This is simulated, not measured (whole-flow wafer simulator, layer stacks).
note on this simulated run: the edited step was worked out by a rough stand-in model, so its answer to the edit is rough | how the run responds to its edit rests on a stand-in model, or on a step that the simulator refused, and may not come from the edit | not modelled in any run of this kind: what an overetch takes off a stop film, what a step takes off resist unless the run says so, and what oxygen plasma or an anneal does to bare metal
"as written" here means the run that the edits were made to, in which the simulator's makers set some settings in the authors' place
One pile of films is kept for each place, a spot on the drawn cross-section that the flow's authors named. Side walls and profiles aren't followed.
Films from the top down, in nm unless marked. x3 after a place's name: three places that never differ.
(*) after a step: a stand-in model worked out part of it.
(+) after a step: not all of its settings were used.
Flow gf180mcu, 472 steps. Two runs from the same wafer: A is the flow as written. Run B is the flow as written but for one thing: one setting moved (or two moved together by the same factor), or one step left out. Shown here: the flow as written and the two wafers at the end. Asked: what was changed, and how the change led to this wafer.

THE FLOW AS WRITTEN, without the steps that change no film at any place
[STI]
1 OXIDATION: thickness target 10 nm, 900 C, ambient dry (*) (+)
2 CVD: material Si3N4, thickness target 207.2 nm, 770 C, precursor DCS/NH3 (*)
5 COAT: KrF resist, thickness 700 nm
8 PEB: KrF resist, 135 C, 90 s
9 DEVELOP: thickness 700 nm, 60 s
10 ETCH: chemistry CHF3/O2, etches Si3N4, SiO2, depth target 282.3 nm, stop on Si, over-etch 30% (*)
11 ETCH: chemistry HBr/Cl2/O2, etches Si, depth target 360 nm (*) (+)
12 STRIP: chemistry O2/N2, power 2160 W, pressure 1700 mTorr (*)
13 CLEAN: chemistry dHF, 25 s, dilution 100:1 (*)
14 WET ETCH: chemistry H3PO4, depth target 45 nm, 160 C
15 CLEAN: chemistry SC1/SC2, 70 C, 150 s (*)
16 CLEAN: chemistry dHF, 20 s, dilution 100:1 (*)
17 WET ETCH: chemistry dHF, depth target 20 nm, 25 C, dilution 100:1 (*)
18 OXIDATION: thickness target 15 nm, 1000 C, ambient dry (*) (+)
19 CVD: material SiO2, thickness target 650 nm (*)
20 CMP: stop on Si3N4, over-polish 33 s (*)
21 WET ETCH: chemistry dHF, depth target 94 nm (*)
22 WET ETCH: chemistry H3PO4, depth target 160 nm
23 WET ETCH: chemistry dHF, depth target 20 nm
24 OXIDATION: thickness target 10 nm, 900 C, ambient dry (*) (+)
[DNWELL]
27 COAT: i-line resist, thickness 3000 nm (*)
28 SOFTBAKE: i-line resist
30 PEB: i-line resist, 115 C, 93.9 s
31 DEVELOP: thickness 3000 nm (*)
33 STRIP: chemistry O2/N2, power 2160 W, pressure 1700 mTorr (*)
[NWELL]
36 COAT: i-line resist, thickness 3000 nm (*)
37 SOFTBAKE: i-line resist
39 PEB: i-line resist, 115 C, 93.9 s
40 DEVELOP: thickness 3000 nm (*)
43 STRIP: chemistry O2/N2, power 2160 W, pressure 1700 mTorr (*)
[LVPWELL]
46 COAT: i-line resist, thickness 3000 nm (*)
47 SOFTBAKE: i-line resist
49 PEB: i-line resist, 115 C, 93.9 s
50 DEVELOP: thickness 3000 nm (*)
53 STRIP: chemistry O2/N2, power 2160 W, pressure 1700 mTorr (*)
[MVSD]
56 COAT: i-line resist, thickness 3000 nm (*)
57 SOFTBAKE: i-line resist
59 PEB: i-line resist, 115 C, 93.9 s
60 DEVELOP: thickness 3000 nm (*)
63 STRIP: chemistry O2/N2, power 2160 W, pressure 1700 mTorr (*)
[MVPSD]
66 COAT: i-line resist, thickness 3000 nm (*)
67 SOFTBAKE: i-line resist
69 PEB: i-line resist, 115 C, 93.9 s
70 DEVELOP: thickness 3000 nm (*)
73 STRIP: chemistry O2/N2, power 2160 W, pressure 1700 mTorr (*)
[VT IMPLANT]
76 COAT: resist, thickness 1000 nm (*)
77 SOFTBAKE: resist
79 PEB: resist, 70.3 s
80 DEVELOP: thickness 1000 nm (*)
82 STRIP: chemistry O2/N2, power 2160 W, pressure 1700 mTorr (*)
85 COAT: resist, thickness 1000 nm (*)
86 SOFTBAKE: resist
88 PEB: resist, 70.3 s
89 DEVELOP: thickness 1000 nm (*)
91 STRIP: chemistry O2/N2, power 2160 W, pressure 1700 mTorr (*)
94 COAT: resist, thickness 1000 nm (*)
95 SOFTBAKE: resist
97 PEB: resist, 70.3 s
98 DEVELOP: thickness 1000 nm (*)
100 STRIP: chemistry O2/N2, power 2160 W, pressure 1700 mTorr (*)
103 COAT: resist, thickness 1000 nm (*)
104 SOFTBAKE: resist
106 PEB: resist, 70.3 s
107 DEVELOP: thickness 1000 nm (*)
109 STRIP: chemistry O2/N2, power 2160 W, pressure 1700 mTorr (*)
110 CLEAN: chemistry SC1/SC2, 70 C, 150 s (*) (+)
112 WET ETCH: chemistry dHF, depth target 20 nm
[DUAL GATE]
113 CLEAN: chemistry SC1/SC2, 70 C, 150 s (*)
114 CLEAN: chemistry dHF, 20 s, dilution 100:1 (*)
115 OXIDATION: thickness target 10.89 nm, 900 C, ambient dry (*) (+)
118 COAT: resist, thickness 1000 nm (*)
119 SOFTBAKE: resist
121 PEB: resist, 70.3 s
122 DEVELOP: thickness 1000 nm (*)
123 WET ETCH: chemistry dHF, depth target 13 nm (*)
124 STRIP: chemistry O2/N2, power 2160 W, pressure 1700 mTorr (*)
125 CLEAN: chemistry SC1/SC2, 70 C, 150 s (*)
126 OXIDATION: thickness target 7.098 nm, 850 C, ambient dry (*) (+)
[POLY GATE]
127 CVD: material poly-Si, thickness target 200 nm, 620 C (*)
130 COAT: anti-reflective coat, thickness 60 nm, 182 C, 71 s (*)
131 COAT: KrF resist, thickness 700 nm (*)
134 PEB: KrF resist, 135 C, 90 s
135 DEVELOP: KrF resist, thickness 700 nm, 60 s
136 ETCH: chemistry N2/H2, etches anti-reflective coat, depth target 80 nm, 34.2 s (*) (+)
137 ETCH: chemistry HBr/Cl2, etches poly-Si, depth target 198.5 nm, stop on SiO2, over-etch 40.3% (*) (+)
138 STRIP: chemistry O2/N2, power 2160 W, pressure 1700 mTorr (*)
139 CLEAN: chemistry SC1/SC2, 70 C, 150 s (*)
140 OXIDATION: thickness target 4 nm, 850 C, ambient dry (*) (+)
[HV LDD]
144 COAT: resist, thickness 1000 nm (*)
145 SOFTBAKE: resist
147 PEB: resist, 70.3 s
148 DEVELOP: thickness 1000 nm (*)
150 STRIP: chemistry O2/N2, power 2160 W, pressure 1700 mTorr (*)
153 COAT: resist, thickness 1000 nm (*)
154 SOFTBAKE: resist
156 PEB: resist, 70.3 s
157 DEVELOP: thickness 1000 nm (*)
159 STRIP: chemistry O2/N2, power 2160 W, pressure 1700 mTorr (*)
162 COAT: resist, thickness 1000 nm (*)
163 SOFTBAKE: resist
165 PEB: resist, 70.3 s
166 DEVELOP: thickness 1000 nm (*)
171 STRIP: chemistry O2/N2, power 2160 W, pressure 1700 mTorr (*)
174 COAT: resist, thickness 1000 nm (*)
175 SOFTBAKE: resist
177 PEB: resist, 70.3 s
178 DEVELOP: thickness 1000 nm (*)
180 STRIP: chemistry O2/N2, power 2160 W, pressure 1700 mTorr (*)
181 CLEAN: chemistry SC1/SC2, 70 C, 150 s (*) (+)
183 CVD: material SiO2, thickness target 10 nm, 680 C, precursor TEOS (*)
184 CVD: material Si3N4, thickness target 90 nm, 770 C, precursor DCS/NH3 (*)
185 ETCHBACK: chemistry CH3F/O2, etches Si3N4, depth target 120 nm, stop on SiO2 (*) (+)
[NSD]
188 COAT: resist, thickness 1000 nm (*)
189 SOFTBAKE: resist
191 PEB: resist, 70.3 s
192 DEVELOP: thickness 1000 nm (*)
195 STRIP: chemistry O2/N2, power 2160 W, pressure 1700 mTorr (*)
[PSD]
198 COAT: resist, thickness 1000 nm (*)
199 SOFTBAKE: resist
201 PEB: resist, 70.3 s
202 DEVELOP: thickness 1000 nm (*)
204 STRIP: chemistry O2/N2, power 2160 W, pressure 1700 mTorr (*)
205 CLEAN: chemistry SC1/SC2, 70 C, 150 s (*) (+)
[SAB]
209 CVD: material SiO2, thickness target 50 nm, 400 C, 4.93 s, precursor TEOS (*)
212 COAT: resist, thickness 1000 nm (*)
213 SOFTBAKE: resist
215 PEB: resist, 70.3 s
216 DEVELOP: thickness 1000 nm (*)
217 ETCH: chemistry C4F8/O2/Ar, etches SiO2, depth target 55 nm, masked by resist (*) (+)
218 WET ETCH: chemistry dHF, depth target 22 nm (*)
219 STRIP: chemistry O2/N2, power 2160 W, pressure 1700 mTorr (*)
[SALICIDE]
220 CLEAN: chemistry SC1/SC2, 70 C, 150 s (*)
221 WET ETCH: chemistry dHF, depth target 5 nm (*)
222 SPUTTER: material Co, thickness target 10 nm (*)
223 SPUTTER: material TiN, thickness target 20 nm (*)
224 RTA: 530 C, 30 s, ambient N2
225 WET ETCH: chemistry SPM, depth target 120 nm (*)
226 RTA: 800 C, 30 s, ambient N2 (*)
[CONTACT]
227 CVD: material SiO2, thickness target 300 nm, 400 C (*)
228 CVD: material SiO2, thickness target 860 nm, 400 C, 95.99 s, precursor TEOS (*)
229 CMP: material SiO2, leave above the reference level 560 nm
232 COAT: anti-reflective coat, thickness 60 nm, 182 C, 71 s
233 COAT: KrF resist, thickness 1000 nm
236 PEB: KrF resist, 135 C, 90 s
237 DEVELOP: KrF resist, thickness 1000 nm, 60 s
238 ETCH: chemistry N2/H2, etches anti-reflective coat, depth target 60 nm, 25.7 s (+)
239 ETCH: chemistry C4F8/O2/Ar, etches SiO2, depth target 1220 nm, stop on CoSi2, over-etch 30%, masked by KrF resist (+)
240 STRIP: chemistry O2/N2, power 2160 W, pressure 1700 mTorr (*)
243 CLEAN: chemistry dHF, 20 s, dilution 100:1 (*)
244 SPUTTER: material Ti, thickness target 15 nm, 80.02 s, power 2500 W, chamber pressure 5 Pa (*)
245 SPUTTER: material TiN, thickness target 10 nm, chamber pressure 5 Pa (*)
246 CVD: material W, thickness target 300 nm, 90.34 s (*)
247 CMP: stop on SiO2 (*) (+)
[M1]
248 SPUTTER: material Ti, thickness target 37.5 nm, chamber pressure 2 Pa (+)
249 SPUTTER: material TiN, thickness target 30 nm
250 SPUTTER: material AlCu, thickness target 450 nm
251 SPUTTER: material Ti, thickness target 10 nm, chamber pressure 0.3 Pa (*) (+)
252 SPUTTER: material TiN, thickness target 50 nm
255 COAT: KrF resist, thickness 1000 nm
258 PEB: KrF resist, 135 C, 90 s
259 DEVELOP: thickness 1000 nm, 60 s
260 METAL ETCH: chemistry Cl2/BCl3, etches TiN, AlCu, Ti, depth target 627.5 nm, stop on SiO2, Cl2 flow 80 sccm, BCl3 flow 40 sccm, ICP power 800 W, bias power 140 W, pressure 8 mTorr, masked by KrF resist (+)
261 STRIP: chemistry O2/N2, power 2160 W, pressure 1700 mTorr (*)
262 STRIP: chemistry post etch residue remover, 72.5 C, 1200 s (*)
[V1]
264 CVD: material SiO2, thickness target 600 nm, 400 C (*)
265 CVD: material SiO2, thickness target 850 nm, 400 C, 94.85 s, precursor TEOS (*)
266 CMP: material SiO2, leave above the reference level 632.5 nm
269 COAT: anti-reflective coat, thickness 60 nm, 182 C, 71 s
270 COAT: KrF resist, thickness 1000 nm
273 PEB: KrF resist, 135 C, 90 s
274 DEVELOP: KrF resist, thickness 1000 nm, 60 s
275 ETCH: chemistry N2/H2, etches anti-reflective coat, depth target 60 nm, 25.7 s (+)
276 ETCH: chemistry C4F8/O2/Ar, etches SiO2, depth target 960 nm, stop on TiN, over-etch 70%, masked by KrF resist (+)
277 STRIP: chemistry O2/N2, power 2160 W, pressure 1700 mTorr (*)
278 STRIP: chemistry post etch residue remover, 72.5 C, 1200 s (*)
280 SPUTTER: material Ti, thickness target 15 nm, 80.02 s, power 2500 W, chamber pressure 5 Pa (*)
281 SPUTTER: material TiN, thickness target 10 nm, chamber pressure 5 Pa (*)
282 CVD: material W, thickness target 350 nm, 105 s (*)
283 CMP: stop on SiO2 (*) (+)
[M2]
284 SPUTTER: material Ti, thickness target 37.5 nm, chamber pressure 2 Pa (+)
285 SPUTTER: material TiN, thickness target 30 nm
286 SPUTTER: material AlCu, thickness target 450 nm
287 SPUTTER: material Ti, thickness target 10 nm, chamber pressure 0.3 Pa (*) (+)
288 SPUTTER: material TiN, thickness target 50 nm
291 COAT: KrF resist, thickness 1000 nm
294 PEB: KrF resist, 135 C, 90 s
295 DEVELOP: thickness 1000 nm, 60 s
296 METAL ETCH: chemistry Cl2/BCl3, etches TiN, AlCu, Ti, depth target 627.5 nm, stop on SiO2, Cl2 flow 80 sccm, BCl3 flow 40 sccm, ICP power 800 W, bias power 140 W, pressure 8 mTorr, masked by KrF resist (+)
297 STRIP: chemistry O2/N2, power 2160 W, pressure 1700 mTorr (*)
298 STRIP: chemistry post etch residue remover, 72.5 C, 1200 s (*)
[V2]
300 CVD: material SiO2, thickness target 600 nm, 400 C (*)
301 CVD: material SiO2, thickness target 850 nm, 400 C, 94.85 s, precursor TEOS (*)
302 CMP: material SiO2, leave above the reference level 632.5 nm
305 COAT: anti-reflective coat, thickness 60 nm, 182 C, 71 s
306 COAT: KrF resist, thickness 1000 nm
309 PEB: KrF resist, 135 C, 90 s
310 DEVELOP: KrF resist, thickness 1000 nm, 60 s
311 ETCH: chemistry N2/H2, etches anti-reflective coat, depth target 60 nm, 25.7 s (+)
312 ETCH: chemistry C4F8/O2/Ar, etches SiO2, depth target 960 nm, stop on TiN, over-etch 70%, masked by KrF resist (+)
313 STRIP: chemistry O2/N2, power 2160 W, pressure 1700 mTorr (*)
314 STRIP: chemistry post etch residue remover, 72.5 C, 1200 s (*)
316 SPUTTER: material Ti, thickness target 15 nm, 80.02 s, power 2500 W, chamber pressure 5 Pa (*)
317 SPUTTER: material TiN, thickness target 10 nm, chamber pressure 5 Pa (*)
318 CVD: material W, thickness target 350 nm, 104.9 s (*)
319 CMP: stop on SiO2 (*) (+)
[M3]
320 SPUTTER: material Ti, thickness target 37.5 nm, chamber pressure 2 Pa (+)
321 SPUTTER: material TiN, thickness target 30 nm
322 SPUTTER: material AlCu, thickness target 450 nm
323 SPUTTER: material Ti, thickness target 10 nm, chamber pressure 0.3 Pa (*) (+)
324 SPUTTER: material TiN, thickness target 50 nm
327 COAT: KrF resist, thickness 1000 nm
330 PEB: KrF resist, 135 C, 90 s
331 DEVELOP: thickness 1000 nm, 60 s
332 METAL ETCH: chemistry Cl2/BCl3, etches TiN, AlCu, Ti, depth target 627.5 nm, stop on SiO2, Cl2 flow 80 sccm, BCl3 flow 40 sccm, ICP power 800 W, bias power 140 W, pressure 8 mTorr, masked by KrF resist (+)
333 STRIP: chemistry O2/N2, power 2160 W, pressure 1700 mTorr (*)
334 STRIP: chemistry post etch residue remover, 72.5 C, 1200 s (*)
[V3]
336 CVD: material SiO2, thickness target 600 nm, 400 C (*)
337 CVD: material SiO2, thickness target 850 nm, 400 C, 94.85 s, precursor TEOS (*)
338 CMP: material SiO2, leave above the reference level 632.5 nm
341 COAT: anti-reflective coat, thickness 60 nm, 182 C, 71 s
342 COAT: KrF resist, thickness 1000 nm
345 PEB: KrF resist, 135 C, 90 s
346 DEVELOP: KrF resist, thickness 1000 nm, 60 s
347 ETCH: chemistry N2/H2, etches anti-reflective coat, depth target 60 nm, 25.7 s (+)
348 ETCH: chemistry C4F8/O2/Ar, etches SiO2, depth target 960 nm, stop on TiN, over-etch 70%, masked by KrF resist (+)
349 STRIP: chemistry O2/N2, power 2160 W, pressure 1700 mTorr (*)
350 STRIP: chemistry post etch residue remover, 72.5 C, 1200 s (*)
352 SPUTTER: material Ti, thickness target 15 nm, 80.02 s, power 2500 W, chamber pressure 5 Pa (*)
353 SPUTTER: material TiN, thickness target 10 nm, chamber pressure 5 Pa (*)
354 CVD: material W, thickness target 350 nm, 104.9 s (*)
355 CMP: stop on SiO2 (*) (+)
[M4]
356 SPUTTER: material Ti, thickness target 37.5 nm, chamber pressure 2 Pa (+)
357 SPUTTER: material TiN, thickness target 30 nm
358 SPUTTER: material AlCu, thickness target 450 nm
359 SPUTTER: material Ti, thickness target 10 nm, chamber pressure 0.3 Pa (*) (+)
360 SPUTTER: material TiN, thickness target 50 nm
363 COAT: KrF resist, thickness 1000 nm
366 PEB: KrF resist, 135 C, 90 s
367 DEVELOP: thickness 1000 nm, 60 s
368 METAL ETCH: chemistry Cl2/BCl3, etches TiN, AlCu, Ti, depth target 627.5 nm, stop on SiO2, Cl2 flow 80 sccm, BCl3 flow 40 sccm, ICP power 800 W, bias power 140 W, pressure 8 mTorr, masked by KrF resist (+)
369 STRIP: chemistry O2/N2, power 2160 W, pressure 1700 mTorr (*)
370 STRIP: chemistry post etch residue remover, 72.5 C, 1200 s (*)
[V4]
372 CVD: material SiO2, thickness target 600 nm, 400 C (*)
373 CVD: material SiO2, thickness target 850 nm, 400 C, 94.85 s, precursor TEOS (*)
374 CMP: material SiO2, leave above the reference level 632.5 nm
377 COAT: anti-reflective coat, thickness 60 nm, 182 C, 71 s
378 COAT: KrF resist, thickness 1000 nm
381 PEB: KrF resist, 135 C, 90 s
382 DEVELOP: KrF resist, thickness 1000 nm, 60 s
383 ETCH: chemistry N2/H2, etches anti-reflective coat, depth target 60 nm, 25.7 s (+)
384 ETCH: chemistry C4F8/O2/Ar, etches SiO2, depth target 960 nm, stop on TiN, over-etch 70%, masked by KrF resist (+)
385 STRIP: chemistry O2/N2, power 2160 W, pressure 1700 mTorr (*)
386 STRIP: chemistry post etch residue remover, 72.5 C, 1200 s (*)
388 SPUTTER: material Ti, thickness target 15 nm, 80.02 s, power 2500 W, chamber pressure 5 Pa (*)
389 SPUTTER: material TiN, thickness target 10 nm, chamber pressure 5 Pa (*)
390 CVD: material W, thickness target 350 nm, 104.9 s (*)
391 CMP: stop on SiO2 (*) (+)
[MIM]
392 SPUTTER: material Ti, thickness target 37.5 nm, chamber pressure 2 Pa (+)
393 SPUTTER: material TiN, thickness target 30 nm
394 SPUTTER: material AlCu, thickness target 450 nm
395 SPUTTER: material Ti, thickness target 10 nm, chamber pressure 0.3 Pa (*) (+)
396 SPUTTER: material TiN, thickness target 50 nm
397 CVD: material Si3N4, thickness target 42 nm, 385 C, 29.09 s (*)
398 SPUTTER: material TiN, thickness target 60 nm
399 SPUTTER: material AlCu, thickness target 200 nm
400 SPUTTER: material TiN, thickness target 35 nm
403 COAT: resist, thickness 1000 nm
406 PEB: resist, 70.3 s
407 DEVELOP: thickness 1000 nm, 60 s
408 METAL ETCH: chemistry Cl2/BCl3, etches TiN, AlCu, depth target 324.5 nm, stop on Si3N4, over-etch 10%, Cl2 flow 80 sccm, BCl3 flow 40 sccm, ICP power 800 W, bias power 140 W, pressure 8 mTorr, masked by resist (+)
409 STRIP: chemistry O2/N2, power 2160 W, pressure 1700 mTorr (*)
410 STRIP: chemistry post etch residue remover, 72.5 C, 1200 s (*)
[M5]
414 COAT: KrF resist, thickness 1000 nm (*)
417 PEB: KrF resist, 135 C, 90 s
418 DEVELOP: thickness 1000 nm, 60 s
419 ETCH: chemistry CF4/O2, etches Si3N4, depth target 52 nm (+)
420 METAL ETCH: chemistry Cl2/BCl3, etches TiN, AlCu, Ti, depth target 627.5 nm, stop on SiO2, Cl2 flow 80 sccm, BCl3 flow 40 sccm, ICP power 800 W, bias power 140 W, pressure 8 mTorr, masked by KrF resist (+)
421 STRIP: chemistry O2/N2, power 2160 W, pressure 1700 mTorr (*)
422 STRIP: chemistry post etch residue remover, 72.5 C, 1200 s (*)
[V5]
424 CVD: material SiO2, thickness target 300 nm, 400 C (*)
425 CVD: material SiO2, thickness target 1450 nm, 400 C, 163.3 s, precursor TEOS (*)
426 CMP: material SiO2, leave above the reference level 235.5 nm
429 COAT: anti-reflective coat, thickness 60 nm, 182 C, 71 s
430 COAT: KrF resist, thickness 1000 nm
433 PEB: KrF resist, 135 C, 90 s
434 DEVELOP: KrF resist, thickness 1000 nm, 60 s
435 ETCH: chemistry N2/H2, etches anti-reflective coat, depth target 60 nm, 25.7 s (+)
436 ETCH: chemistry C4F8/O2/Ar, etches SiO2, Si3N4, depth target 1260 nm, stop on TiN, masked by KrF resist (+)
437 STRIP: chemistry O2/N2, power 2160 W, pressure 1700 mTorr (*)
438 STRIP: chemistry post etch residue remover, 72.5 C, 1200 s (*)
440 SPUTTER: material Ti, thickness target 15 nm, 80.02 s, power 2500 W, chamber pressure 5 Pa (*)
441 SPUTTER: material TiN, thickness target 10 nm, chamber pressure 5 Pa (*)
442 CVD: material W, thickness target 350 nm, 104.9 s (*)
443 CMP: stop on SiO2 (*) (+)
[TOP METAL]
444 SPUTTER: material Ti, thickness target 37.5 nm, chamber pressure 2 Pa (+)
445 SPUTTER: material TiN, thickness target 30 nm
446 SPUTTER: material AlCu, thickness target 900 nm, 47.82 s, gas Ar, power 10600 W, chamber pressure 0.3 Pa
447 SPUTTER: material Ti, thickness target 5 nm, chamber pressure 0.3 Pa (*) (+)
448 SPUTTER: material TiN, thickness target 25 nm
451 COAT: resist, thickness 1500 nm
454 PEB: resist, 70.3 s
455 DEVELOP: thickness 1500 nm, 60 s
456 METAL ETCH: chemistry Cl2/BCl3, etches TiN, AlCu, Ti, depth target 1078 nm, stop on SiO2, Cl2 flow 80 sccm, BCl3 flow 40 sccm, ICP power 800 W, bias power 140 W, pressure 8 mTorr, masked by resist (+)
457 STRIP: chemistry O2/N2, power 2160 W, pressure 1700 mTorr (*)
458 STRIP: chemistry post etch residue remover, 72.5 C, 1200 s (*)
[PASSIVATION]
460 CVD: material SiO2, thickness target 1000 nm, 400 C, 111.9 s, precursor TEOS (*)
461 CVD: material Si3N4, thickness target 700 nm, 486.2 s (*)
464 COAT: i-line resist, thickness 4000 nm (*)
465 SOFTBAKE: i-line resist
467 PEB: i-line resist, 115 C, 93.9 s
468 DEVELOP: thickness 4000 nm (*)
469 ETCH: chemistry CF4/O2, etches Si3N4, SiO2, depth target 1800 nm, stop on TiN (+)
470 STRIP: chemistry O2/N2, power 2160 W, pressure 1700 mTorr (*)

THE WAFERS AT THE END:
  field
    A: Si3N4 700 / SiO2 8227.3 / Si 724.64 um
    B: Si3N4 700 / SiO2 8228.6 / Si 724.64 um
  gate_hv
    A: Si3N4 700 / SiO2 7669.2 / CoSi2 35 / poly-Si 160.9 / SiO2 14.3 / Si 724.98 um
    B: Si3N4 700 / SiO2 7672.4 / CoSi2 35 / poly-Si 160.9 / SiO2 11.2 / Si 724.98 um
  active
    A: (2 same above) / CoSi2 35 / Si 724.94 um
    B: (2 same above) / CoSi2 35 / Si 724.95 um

The cause: step 115, OXIDATION: thickness target 7.348 nm was run, where the flow has thickness target 10.89 nm.

How the change led to this, step by step:
  115 OXIDATION: thickness target 10.89 nm, 900 C, ambient dry (*) (+)
      active, n_well, p_well and 40 more: A SiO2 +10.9 (new film), Si -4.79 | B SiO2 +7.35 (new film), Si -3.23
      sti, mim_1p0, pad and 21 more: A SiO2 +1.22, Si -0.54 | B SiO2 +0.64, Si -0.28
      (and at 25 more places)
  123 WET ETCH: chemistry dHF, depth target 13 nm (*)
      active, n_well, p_well and 12 more: A SiO2 -10.9 (all of it) | B SiO2 -7.35 (all of it)
  130 COAT: anti-reflective coat, thickness 60 nm, 182 C, 71 s (*)
      p_well, spacer, sd_n: A anti-reflective coat +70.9 (new film) | B anti-reflective coat +69 (new film)
      contact: A anti-reflective coat +67.5 (new film) | B anti-reflective coat +65.8 (new film)
      (and at 2 more places)
  136 ETCH: chemistry N2/H2, etches anti-reflective coat, depth target 80 nm, 34.2 s (*) (+)
      p_well, spacer, sd_n: A anti-reflective coat -70.9 (all of it), poly-Si -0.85 | B anti-reflective coat -69 (all of it), poly-Si -0.9
      contact: A anti-reflective coat -67.5 (all of it), poly-Si -0.94 | B anti-reflective coat -65.8 (all of it), poly-Si -0.98
      (and at 2 more places)
  145 SOFTBAKE: resist
      active_nat: A resist +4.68 | B resist +8.91
  154 SOFTBAKE: resist
      active_nat: A resist +4.68 | B resist +8.91
  163 SOFTBAKE: resist
      active_nat: A resist +4.68 | B resist +8.91
  175 SOFTBAKE: resist
      active_nat: A resist +4.68 | B resist +8.91
  189 SOFTBAKE: resist
      active_hv: A resist +2.68 | B resist -0.44
      nw_enc_fld_lv__w3: A resist +2.11 | B resist -1.67
      (and at 1 more place)
  199 SOFTBAKE: resist
      active_hv: A resist +2.68 | B resist -0.44
      nw_enc_fld_lv__w3: A resist +2.11 | B resist -1.67
      (and at 1 more place)
  218 WET ETCH: chemistry dHF, depth target 22 nm (*)
      ldn_tap, ldn_src, ldn_drn, ldp_tap, ldp_src, ldp_drn, ldp_gr: A SiO2 -16 (all of it) | B SiO2 -13 (all of it)
      ld_drn_n, ld_sd_p: A SiO2 -14.8 (all of it) | B SiO2 -11.8 (all of it)
      (and at 5 more places)
  223 SPUTTER: material TiN, thickness target 20 nm (*)
      field__w12: A TiN +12 (new film) | B TiN +12.6 (new film)
  225 WET ETCH: chemistry SPM, depth target 120 nm (*)
      field__w12: A TiN -12 (all of it), Co -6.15 (all of it) | B TiN -12.6 (all of it), Co -6.14 (all of it)
